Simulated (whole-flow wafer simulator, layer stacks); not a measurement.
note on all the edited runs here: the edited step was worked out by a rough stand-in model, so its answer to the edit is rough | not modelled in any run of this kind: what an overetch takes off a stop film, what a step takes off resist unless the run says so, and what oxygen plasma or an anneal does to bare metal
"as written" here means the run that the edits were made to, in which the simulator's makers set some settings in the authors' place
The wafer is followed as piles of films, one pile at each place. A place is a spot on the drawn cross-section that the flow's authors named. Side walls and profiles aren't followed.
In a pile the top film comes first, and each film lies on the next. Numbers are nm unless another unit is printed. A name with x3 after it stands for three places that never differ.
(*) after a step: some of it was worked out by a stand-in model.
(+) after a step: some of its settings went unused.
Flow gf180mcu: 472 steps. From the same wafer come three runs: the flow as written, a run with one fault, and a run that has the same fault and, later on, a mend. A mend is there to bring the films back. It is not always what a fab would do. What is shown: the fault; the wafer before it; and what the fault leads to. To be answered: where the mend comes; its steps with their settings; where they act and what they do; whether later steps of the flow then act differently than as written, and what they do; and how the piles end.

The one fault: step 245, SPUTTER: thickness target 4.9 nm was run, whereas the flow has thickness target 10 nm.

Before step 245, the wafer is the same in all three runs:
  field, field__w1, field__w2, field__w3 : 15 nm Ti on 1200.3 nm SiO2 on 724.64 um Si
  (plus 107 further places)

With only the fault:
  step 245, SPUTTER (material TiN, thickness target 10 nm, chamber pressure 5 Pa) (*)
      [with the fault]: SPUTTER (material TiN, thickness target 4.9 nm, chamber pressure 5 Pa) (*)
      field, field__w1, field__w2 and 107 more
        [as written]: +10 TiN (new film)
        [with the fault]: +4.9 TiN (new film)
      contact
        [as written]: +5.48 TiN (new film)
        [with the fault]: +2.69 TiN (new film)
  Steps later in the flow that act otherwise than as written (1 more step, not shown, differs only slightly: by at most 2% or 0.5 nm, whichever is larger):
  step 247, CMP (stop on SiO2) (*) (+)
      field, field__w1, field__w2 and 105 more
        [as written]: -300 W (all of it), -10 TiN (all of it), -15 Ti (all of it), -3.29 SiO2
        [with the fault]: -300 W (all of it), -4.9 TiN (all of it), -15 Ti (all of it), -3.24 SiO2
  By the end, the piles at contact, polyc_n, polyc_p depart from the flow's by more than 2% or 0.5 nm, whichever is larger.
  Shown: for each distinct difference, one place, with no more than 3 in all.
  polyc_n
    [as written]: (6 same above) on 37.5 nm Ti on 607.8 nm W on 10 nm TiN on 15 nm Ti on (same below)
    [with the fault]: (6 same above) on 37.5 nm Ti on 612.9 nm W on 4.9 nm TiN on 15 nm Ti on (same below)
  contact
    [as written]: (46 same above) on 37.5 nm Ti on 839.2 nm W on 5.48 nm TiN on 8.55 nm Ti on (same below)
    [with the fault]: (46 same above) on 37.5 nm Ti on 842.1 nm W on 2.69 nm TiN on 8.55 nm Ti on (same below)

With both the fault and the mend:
  The mend follows step 245.
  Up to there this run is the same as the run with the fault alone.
  step 245a, SPUTTER (material TiN, thickness target 5.1 nm, chamber pressure 5 Pa) (*) (the flow's step 245 again, with other settings)
      field, field__w1, field__w2 and 107 more
        +5.1 TiN
      contact
        +2.79 TiN
  Every later step of the flow that is run acts as written at every place that is followed.
  The piles end the same as the flow's at every place that both follow.
